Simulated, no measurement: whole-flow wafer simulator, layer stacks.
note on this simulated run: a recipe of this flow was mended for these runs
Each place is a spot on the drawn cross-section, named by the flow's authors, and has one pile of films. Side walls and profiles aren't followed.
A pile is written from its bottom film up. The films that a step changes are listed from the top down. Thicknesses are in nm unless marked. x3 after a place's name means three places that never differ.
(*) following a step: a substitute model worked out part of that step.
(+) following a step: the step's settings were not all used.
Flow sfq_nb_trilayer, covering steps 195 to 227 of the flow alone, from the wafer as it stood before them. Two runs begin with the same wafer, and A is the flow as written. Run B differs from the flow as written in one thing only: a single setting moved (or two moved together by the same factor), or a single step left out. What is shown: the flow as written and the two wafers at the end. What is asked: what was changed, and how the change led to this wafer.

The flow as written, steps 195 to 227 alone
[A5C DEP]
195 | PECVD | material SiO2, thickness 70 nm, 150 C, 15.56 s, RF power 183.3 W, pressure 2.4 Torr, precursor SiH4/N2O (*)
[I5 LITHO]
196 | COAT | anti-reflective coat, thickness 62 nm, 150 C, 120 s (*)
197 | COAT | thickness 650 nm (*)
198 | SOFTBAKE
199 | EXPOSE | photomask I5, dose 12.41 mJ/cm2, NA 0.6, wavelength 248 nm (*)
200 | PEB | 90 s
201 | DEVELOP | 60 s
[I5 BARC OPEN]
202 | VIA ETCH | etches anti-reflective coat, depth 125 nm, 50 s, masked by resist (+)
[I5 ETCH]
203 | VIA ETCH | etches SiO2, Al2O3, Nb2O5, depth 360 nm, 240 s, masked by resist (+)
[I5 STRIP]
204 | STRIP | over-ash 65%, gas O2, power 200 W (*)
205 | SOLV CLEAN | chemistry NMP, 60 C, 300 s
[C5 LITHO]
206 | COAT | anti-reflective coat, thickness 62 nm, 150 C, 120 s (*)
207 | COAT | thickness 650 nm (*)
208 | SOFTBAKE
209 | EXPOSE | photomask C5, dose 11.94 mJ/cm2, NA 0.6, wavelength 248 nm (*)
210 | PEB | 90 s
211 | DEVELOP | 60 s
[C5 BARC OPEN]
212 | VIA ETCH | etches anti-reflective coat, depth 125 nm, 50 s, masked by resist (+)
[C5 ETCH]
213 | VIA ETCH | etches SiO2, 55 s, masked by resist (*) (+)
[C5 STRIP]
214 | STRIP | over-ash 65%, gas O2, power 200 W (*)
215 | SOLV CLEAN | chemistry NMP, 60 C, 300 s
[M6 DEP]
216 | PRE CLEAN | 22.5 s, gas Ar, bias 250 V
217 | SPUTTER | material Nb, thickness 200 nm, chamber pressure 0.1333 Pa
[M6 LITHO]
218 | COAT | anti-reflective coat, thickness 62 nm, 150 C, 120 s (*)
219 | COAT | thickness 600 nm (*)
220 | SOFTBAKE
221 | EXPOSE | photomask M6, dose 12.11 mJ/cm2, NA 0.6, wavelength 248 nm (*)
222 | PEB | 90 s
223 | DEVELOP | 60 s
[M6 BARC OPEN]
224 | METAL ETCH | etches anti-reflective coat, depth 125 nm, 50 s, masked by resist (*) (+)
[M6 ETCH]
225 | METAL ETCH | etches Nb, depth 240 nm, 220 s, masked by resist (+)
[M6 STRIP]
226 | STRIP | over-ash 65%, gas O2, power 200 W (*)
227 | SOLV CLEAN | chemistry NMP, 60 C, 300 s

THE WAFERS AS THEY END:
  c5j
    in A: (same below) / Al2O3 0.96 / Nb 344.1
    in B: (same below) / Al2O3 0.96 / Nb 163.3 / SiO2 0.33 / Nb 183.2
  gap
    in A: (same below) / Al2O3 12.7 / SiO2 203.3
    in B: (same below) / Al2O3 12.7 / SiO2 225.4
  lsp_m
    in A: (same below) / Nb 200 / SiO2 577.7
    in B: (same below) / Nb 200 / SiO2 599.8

What caused this: step 195, PECVD: thickness 92.09 nm was run, though the flow has thickness 70 nm; step 195, PECVD: 20.46 s was run, where the flow has 15.56 s.

How this came from the change, step by step:
  195 | PECVD | material SiO2, thickness 70 nm, 150 C, 15.56 s, RF power 183.3 W, pressure 2.4 Torr, precursor SiH4/N2O (*)
      field_l, v_sur, via_wl and 92 more: A +70 SiO2 | B +92.1 SiO2
      ce_l, c5j, ce_r and 8 more: A +70 SiO2 (new film) | B +92.1 SiO2 (new film)
  196 | COAT | anti-reflective coat, thickness 62 nm, 150 C, 120 s (*)
      r5r_line_l, r5r_line_c, r5r_line_r: A +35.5 anti-reflective coat (new film) | B +36.4 anti-reflective coat (new film)
  203 | VIA ETCH | etches SiO2, Al2O3, Nb2O5, depth 360 nm, 240 s, masked by resist (+)
      be: A -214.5 SiO2 (all of it), -12.7 Al2O3 (all of it), -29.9 Nb2O5 (all of it), -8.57 Nb | B -236.6 SiO2 (all of it), -12.7 Al2O3 (all of it), -29.9 Nb2O5 (all of it), -6.73 Nb
  204 | STRIP | over-ash 65%, gas O2, power 200 W (*)
      r5r_line_l, r5r_line_c, r5r_line_r: A -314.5 KrF-resist-other-grade (all of it), -35.5 anti-reflective coat (all of it) | B -314.5 KrF-resist-other-grade (all of it), -36.4 anti-reflective coat (all of it)
  206 | COAT | anti-reflective coat, thickness 62 nm, 150 C, 120 s (*)
      r5r_line_l, r5r_line_c, r5r_line_r: A +35.5 anti-reflective coat (new film) | B +36.4 anti-reflective coat (new film)
      be: A +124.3 anti-reflective coat (new film) | B +127.5 anti-reflective coat (new film)
  213 | VIA ETCH | etches SiO2, 55 s, masked by resist (*) (+)
      c5j: A -69.7 SiO2 (all of it), -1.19 Nb | B -84 SiO2
      res: A -69.7 SiO2 (all of it), -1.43 Ti | B -84 SiO2
  214 | STRIP | over-ash 65%, gas O2, power 200 W (*)
      r5r_line_l, r5r_line_c, r5r_line_r: A -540 KrF-resist-other-grade (all of it), -35.5 anti-reflective coat (all of it) | B -540.1 KrF-resist-other-grade (all of it), -36.4 anti-reflective coat (all of it)
      be: A -705.8 KrF-resist-other-grade (all of it), -124.3 anti-reflective coat (all of it) | B -720.3 KrF-resist-other-grade (all of it), -127.5 anti-reflective coat (all of it)
  216 | PRE CLEAN | 22.5 s, gas Ar, bias 250 V
      c5j: A -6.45 Nb | B -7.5 SiO2
      res: A -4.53 Ti | B -7.75 SiO2 (all of it)
  217 | SPUTTER | material Nb, thickness 200 nm, chamber pressure 0.1333 Pa
      c5j: A +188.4 Nb | B +183.2 Nb (new film)
      be: A +145.8 Nb | B +141.3 Nb
  218 | COAT | anti-reflective coat, thickness 62 nm, 150 C, 120 s (*)
      be: A +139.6 anti-reflective coat (new film) | B +143.6 anti-reflective coat (new film)
      be_sur: A +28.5 anti-reflective coat (new film) | B +29.1 anti-reflective coat (new film)
      (as well as at 8 more places)
  219 | COAT | thickness 600 nm (*)
      be: A +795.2 KrF-resist-other-grade (new film) | B +819 KrF-resist-other-grade (new film)
  226 | STRIP | over-ash 65%, gas O2, power 200 W (*)
      be: A -559.4 KrF-resist-other-grade (all of it), -139.6 anti-reflective coat (all of it) | B -583.1 KrF-resist-other-grade (all of it), -143.6 anti-reflective coat (all of it)
      be_sur: A -365.3 KrF-resist-other-grade (all of it), -28.5 anti-reflective coat (all of it) | B -366.5 KrF-resist-other-grade (all of it), -29.1 anti-reflective coat (all of it)
      (as well as at 8 more places)
If metal films that touch count as one body, c5j has 4 bodies (between them, from the top down: SiO2 0.33; Al2O3 0.96; SiO2 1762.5); the flow as written gives 3 bodies (between them, from the top down: Al2O3 0.96; SiO2 1762.5).
